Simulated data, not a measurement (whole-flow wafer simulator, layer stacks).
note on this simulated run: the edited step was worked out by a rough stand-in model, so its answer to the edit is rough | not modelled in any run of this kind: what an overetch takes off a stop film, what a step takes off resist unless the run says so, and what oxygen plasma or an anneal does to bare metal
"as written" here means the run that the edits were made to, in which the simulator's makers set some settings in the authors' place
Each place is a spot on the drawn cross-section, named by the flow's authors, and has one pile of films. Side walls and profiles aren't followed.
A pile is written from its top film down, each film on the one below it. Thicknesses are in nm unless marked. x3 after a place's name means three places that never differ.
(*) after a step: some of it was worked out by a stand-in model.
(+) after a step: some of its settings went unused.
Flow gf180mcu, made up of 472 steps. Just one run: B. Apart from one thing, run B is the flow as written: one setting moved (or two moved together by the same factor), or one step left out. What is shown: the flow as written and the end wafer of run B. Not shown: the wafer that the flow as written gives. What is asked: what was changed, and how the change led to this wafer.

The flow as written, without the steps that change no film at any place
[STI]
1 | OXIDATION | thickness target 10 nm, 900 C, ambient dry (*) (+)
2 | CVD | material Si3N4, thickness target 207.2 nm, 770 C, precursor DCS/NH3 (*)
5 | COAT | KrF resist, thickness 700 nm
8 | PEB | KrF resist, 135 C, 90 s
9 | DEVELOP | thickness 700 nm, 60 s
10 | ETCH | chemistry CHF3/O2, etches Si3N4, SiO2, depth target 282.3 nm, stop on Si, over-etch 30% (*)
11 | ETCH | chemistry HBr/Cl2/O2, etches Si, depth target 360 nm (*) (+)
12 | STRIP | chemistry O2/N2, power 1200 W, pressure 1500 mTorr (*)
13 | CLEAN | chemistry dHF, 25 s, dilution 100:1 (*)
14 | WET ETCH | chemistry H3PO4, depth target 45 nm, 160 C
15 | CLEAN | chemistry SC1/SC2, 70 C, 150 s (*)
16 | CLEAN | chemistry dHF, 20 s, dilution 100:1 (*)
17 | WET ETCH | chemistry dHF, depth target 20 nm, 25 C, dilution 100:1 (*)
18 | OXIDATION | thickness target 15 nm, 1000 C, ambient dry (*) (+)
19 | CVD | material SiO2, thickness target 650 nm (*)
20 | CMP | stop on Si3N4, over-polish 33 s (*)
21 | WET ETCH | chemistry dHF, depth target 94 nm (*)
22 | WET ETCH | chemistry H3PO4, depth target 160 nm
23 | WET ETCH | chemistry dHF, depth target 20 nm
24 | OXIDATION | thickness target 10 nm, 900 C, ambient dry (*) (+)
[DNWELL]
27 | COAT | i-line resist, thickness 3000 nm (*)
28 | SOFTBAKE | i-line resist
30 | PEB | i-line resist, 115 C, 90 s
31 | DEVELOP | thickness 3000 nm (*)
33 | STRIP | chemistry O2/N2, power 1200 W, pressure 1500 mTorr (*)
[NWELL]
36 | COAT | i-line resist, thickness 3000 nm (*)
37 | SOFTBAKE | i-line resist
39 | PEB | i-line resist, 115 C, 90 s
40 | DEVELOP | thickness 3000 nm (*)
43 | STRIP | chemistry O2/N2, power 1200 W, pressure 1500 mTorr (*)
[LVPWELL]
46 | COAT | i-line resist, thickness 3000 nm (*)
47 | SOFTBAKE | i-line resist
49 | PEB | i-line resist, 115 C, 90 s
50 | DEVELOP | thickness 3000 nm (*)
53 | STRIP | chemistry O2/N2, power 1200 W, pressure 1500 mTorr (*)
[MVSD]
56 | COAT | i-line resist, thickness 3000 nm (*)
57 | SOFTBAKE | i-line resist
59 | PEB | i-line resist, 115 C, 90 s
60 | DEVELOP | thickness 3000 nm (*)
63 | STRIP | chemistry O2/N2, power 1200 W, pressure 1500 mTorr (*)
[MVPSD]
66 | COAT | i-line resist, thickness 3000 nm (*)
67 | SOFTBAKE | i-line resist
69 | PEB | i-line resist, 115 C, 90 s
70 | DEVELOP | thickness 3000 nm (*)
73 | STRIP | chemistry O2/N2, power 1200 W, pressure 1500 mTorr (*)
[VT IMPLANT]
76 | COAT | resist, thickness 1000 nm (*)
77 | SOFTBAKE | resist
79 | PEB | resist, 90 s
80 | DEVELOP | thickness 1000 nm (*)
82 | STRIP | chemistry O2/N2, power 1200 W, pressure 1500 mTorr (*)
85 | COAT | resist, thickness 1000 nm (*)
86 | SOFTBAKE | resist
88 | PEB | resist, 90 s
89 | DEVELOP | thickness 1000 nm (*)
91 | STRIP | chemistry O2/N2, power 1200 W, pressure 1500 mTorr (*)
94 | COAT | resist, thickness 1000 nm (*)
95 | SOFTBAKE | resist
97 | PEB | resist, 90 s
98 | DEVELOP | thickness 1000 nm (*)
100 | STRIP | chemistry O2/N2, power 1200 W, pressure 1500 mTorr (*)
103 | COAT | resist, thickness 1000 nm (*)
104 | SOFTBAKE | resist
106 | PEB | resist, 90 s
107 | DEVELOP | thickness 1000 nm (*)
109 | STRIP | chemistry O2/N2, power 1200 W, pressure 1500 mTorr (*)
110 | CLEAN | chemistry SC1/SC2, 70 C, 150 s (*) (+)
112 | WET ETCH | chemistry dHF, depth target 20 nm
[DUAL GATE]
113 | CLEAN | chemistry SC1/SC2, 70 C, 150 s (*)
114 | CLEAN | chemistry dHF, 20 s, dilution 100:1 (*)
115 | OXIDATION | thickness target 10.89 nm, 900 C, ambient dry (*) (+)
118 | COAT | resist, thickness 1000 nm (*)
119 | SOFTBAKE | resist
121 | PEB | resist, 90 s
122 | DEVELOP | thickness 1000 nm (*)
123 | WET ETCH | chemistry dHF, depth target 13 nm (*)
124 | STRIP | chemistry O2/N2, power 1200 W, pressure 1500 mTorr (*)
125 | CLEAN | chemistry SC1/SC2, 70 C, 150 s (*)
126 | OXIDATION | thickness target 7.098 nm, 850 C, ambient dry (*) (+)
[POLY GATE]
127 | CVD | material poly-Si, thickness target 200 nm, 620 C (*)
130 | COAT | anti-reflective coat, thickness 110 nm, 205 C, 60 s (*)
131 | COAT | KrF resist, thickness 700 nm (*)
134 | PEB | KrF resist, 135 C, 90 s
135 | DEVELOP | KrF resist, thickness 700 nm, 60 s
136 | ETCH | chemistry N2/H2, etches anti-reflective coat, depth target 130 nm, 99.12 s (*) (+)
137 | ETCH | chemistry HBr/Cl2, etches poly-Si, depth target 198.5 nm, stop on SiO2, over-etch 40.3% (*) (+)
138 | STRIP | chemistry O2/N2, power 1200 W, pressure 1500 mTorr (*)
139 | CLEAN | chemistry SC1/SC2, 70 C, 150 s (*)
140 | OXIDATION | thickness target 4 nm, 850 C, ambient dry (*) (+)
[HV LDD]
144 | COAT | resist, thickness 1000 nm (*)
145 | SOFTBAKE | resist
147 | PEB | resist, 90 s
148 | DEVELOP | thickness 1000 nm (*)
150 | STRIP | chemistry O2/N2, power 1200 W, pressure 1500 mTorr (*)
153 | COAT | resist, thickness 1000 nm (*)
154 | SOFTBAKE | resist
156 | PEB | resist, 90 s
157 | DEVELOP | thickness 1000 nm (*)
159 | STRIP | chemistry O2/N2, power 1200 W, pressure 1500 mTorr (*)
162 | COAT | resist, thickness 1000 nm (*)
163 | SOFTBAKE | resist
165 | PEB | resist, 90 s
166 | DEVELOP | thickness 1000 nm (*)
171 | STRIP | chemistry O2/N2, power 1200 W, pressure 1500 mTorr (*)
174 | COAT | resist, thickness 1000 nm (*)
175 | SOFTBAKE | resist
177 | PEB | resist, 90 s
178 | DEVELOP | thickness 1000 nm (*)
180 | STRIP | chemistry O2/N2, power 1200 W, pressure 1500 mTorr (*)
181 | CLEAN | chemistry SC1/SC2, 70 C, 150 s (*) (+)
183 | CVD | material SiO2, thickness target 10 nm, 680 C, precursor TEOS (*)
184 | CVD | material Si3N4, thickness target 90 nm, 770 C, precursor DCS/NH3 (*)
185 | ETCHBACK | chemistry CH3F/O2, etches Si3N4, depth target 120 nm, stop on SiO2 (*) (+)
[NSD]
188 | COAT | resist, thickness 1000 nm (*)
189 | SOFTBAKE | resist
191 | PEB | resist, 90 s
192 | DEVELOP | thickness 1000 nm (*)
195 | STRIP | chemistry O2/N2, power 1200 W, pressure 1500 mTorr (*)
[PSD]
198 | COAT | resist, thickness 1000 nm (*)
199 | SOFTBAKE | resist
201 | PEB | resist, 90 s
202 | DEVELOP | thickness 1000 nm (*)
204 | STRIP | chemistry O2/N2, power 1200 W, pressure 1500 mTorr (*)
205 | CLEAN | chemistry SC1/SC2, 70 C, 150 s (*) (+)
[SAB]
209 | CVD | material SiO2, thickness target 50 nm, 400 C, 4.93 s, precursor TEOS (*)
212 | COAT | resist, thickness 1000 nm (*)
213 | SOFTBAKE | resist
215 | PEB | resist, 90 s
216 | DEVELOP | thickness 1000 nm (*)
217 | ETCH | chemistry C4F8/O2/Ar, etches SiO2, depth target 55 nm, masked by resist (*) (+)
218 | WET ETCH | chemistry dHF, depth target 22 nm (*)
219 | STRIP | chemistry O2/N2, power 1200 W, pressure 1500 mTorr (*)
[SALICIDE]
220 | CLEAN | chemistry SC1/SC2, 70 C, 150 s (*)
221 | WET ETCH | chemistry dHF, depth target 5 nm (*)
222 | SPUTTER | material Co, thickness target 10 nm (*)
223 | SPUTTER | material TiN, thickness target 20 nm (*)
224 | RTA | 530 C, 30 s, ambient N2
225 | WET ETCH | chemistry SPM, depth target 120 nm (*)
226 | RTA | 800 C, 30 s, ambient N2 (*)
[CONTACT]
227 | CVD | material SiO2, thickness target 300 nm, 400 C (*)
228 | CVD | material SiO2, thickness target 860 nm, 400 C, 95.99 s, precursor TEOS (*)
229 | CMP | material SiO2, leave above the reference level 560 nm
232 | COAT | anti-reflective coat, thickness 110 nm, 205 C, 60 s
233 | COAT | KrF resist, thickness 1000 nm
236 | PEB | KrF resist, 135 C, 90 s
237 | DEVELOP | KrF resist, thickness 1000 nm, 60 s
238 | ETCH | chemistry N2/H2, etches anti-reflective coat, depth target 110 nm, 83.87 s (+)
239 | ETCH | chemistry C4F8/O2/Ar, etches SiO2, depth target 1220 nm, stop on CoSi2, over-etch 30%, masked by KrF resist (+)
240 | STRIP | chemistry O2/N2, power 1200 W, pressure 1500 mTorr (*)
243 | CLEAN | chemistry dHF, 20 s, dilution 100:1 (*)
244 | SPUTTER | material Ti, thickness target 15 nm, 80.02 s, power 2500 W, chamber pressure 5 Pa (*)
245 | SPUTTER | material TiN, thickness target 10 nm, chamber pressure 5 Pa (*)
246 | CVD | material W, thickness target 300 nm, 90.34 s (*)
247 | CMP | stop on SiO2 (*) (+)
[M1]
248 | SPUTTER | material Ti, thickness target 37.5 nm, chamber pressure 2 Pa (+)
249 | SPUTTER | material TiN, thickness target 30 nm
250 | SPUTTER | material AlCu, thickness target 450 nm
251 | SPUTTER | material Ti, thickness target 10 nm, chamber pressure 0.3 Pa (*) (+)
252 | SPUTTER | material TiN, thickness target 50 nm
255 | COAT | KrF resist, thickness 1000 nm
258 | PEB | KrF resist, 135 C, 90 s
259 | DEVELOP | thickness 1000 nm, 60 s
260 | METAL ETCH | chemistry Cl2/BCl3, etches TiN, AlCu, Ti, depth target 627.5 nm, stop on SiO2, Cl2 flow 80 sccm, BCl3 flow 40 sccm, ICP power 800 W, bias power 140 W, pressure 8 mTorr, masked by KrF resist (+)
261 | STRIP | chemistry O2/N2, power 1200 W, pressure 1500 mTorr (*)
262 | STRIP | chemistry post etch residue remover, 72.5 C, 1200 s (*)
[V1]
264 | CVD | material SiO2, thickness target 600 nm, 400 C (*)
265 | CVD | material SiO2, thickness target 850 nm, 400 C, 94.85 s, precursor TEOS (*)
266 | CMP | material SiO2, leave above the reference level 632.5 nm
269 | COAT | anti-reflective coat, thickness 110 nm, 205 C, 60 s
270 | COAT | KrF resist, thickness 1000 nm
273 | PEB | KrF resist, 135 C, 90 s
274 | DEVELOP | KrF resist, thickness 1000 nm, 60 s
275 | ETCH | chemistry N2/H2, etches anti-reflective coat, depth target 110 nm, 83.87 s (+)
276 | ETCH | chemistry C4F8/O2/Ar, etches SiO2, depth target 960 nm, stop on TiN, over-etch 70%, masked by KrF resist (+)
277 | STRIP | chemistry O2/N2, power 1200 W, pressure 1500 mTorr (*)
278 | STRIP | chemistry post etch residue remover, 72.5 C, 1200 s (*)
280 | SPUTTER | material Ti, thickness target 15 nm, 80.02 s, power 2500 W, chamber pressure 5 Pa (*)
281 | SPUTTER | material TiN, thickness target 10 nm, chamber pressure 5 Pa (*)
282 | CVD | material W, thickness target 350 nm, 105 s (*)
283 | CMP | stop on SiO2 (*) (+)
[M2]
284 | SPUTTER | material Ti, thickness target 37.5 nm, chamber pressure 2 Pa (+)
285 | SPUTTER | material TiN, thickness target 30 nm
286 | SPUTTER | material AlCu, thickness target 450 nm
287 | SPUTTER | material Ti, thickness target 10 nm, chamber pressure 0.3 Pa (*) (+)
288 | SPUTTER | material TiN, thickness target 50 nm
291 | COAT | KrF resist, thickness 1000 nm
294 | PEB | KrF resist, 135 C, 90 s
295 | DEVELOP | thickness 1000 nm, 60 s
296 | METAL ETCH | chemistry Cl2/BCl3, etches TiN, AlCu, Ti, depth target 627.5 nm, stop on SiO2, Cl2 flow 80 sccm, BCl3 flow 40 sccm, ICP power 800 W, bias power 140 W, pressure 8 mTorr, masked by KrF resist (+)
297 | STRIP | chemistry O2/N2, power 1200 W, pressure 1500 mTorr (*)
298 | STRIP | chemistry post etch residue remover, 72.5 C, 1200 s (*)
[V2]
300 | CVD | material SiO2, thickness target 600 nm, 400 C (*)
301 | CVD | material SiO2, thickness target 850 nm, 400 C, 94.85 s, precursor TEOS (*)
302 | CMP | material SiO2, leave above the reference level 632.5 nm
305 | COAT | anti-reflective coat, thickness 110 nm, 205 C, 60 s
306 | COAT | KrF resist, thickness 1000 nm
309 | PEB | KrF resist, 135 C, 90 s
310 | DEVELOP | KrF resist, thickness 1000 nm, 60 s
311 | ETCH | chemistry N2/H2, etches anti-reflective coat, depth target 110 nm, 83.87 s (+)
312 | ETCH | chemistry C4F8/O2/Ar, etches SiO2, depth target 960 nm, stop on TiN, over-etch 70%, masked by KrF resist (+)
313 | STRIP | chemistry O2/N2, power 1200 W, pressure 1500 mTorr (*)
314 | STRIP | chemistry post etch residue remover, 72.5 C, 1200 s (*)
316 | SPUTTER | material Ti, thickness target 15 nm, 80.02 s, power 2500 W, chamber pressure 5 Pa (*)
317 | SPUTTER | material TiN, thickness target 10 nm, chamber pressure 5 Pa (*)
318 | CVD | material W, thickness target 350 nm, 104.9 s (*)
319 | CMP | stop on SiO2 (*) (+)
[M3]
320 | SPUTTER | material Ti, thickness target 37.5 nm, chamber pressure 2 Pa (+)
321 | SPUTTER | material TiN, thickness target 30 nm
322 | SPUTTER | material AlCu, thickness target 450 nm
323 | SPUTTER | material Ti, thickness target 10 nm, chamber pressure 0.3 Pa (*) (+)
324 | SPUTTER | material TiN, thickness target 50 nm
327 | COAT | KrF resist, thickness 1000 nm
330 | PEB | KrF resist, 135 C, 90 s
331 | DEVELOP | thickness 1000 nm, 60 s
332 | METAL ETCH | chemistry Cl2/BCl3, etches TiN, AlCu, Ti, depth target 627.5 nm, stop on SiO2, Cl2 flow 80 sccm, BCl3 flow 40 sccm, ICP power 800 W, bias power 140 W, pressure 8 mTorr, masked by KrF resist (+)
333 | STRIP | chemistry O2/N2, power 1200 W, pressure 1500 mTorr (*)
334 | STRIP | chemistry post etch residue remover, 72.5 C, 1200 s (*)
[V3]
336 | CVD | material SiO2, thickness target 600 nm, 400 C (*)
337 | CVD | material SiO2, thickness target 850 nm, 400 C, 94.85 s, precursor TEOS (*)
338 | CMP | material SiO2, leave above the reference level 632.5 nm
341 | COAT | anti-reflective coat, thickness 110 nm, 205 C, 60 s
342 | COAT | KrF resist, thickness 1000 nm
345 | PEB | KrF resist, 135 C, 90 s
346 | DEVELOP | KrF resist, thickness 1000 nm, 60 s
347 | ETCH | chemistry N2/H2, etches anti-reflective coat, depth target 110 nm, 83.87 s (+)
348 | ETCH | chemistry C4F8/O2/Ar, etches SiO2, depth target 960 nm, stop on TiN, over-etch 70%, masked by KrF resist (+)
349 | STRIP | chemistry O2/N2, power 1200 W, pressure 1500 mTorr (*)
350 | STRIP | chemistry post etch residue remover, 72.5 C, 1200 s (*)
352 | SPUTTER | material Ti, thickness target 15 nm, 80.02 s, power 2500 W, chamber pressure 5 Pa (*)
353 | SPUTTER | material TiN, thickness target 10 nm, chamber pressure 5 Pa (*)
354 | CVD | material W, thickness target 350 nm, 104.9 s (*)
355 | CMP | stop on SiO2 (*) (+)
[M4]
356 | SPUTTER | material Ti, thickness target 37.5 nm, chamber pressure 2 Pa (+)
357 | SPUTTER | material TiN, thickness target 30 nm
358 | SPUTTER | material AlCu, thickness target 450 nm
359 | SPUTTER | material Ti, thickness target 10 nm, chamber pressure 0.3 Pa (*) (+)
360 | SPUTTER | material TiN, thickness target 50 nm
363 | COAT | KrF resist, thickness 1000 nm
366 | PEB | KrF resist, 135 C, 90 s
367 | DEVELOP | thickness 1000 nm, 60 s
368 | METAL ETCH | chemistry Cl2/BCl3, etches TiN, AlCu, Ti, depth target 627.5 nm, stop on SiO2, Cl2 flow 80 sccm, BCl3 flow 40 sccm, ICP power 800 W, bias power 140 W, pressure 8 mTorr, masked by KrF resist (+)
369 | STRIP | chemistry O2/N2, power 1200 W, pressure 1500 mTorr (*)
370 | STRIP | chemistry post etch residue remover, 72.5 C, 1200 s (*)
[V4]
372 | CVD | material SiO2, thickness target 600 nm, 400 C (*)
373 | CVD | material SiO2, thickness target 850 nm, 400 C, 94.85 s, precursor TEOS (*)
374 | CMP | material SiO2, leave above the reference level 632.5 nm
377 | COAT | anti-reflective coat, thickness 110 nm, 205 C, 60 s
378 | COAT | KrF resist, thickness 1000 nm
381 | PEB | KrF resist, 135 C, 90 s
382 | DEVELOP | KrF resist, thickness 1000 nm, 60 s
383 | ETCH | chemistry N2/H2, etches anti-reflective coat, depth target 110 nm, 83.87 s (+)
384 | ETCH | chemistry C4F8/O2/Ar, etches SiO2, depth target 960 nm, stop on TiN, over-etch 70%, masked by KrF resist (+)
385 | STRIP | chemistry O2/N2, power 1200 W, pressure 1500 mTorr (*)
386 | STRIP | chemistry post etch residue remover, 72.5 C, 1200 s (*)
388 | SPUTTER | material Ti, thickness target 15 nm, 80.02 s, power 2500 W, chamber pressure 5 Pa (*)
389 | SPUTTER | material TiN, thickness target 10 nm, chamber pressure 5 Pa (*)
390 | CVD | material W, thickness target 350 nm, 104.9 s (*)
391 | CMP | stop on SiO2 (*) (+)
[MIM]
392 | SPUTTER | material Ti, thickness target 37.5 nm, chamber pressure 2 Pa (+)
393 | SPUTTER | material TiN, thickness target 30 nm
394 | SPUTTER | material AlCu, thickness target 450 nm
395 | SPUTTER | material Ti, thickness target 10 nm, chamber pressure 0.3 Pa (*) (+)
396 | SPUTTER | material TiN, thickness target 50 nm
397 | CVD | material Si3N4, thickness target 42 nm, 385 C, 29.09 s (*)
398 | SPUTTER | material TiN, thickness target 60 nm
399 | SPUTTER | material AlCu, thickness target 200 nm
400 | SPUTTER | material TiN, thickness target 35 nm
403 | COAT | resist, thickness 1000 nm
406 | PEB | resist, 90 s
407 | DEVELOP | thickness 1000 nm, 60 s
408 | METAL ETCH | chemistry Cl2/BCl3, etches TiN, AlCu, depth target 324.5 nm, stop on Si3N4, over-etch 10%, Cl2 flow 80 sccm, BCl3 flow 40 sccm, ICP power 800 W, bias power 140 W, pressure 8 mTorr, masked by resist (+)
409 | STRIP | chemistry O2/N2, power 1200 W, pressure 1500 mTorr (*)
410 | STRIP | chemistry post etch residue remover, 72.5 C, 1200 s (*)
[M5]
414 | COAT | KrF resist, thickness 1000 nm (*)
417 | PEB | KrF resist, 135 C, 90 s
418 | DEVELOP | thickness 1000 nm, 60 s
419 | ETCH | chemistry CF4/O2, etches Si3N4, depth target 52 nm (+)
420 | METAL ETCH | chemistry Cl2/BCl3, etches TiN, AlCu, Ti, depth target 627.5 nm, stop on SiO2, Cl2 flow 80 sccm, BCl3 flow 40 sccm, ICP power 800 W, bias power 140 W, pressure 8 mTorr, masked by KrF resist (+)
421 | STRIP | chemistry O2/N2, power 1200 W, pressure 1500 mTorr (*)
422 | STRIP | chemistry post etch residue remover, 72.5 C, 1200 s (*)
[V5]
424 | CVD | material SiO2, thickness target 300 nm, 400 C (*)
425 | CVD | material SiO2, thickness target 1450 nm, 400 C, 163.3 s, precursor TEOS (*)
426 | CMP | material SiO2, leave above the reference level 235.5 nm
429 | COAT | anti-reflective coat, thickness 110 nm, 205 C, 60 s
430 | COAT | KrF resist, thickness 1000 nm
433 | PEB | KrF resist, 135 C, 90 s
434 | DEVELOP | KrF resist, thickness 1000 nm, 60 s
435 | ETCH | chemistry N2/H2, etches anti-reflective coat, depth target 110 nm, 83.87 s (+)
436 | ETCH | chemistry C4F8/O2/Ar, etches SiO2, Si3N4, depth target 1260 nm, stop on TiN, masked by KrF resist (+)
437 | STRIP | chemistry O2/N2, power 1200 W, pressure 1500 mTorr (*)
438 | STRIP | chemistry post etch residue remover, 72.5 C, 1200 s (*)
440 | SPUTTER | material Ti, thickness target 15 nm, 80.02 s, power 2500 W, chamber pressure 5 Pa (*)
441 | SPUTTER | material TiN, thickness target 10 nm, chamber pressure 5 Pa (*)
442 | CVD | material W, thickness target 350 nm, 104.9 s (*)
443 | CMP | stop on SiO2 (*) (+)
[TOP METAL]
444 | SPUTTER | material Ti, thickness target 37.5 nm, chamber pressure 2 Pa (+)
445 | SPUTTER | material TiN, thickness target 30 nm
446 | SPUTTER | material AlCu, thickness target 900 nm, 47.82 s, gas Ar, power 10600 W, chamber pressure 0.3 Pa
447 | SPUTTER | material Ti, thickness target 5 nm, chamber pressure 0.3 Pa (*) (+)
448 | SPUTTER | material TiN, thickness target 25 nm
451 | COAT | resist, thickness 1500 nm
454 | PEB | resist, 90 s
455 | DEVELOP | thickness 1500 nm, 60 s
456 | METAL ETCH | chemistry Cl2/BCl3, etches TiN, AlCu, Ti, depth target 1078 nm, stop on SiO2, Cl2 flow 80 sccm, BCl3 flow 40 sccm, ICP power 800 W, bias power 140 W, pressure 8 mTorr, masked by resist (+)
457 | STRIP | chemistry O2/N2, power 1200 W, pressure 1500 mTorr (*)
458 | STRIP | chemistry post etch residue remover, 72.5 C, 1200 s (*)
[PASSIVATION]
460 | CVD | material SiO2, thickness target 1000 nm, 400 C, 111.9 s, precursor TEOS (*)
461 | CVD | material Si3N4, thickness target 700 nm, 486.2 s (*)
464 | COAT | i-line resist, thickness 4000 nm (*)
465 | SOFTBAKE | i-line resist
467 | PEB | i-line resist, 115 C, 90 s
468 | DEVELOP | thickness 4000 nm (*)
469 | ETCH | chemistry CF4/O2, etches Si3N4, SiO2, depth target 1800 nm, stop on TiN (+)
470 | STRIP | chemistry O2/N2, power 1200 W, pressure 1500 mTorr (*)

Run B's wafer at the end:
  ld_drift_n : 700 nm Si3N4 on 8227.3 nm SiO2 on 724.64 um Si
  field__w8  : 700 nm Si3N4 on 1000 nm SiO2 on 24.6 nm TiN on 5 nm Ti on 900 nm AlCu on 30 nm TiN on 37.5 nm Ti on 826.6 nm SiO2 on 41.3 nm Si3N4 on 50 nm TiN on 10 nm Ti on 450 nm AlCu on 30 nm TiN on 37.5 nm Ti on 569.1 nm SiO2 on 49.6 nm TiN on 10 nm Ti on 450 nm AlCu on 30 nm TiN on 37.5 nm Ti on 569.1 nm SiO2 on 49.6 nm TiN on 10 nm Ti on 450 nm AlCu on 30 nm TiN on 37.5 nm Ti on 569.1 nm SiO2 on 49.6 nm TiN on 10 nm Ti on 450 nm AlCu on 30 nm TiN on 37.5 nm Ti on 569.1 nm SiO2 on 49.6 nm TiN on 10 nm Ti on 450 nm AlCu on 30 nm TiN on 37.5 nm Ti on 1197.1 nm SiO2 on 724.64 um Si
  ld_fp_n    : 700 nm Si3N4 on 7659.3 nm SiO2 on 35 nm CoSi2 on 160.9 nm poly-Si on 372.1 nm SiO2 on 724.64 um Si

Cause: step 21, WET ETCH: depth target 103 nm was run, whereas the flow has depth target 94 nm.

Step by step, how the change led to this:
  21 | WET ETCH | chemistry dHF, depth target 94 nm (*)
      active, n_well, p_well and 40 more: Si3N4 loses 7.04 (as written it would have been: Si3N4 loses 6.43)
      field, field_sub, sti and 34 more: SiO2 loses 103 (as written it would have been: SiO2 loses 94)
  28 | SOFTBAKE | i-line resist
      ldp_dft, ldp_drn: i-line resist gains 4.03 (as written it would have been: i-line resist gains 5.18)
      field: i-line resist gains 2.23 (as written it would have been: i-line resist gains 3.04)
      (and at 37 other places as well)
  37 | SOFTBAKE | i-line resist
      ldp_dft, ldp_drn: i-line resist gains 4.03 (as written it would have been: i-line resist gains 5.18)
      field: i-line resist gains 2.23 (as written it would have been: i-line resist gains 3.04)
      (and at 37 other places as well)
  47 | SOFTBAKE | i-line resist
      ldp_dft, ldp_drn: i-line resist gains 4.03 (as written it would have been: i-line resist gains 5.18)
      field: i-line resist gains 2.23 (as written it would have been: i-line resist gains 3.04)
      (and at 37 other places as well)
  57 | SOFTBAKE | i-line resist
      ldp_dft, ldp_drn: i-line resist gains 4.03 (as written it would have been: i-line resist gains 5.18)
      field: i-line resist gains 2.23 (as written it would have been: i-line resist gains 3.04)
      (and at 37 other places as well)
  67 | SOFTBAKE | i-line resist
      ldp_dft, ldp_drn: i-line resist gains 4.03 (as written it would have been: i-line resist gains 5.18)
      field: i-line resist gains 2.23 (as written it would have been: i-line resist gains 3.04)
      (and at 37 other places as well)
  130 | COAT | anti-reflective coat, thickness 110 nm, 205 C, 60 s (*)
      p_well, spacer, sd_n: anti-reflective coat gains 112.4 (new film) (as written it would have been: anti-reflective coat gains 121 (new film))
      gate, gate_p: anti-reflective coat gains 113 (new film) (as written it would have been: anti-reflective coat gains 117 (new film))
      (and at 65 other places as well)
  136 | ETCH | chemistry N2/H2, etches anti-reflective coat, depth target 130 nm, 99.12 s (*) (+)
      p_well, spacer, sd_n: anti-reflective coat loses 112.4 (all of it), poly-Si loses 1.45 (as written it would have been: anti-reflective coat loses 121 (all of it), poly-Si loses 1.23)
      field__w1: anti-reflective coat loses 104.8 (all of it), poly-Si loses 1.64 (as written it would have been: anti-reflective coat loses 99.6 (all of it), poly-Si loses 1.78)
      (and at 46 other places as well)
  138 | STRIP | chemistry O2/N2, power 1200 W, pressure 1500 mTorr (*)
      gate: chemical SiO2 gains 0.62 (new film), KrF resist loses 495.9 (all of it), anti-reflective coat loses 113 (all of it), poly-Si loses 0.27 (as written it would have been: chemical SiO2 gains 0.62 (new film), KrF resist loses 496.5 (all of it), anti-reflective coat loses 117 (all of it), poly-Si loses 0.27)
      gate_hv: chemical SiO2 gains 0.62 (new film), KrF resist loses 493.8 (all of it), anti-reflective coat loses 107.5 (all of it), poly-Si loses 0.27 (as written it would have been: chemical SiO2 gains 0.62 (new film), KrF resist loses 495.3 (all of it), anti-reflective coat loses 109.8 (all of it), poly-Si loses 0.27)
      (and at 18 other places as well)
  145 | SOFTBAKE | resist
      field: resist gains 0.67 (as written it would have been: nothing)
  154 | SOFTBAKE | resist
      field: resist gains 0.67 (as written it would have been: nothing)
  163 | SOFTBAKE | resist
      field: resist gains 0.67 (as written it would have been: nothing)
  175 | SOFTBAKE | resist
      field: resist gains 0.67 (as written it would have been: nothing)
  189 | SOFTBAKE | resist
      nw_enc_fld_lv__w3: resist loses 0.55 (as written it would have been: resist gains 0.35)
      active_hv: resist gains 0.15 (as written it would have been: resist gains 0.78)
  199 | SOFTBAKE | resist
      nw_enc_fld_lv__w3: resist loses 0.55 (as written it would have been: resist gains 0.35)
      active_hv: resist gains 0.15 (as written it would have been: resist gains 0.78)
  218 | WET ETCH | chemistry dHF, depth target 22 nm (*)
      sd_p_hv: SiO2 loses 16 (all of it) (as written it would have been: SiO2 loses 15.2 (all of it))
  ... 2 other steps ...
  229 | CMP | material SiO2, leave above the reference level 560 nm
      ldn_sep__w1, ldn_sep__w2, ldn_out and 7 more: SiO2 loses 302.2 (as written it would have been: SiO2 loses 311.1)
      sti, mim_1p0, pad, dice_street, iso_nw_fld, iso_fld_sub: SiO2 loses 288 (as written it would have been: SiO2 loses 297)
      (and at 39 other places as well)
